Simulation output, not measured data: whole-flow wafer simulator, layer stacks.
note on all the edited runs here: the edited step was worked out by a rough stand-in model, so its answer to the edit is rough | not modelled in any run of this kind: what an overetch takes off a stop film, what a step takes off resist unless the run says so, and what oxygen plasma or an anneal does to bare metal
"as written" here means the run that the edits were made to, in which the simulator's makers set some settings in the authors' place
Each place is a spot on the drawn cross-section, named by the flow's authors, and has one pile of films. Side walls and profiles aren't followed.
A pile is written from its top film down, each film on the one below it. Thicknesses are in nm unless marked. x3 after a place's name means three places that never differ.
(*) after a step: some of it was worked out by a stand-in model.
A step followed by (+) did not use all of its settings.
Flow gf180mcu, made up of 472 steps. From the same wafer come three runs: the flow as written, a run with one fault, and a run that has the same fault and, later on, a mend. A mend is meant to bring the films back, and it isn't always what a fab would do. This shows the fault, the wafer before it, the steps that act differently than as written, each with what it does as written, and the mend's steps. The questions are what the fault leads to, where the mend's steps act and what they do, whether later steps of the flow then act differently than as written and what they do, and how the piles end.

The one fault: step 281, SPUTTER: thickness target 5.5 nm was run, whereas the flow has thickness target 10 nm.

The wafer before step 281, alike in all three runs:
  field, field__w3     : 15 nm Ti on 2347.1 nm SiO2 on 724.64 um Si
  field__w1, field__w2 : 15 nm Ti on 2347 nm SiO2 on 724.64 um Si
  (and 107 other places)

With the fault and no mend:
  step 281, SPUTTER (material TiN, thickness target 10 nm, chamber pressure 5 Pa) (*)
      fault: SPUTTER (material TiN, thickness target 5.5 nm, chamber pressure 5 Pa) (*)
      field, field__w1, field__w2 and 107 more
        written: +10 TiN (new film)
        fault: +5.5 TiN (new film)
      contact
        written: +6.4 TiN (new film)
        fault: +3.53 TiN (new film)
  Steps further on in the flow that do not act as written (not shown: 1 more step that differs only slightly, by at most 2% or 0.5 nm, whichever is larger):
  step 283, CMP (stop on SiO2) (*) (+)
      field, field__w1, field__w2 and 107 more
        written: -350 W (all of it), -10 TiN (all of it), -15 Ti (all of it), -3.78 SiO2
        fault: -350 W (all of it), -5.5 TiN (all of it), -15 Ti (all of it), -3.74 SiO2
  The piles end different from the flow's at contact by more than 2% or 0.5 nm, whichever is larger.
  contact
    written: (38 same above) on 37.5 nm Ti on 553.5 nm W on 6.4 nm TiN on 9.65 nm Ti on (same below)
    fault: (38 same above) on 37.5 nm Ti on 556.4 nm W on 3.53 nm TiN on 9.65 nm Ti on (same below)

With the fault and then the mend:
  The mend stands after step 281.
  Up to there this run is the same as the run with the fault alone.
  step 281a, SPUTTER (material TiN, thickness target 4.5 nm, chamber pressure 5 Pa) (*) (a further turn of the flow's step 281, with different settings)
      field, field__w1, field__w2 and 107 more
        +4.5 TiN
      contact
        +2.88 TiN
  None of the later steps of the flow acts differently than as written at any place that is followed.
  By the end, the piles equal the flow's at every place that both follow.
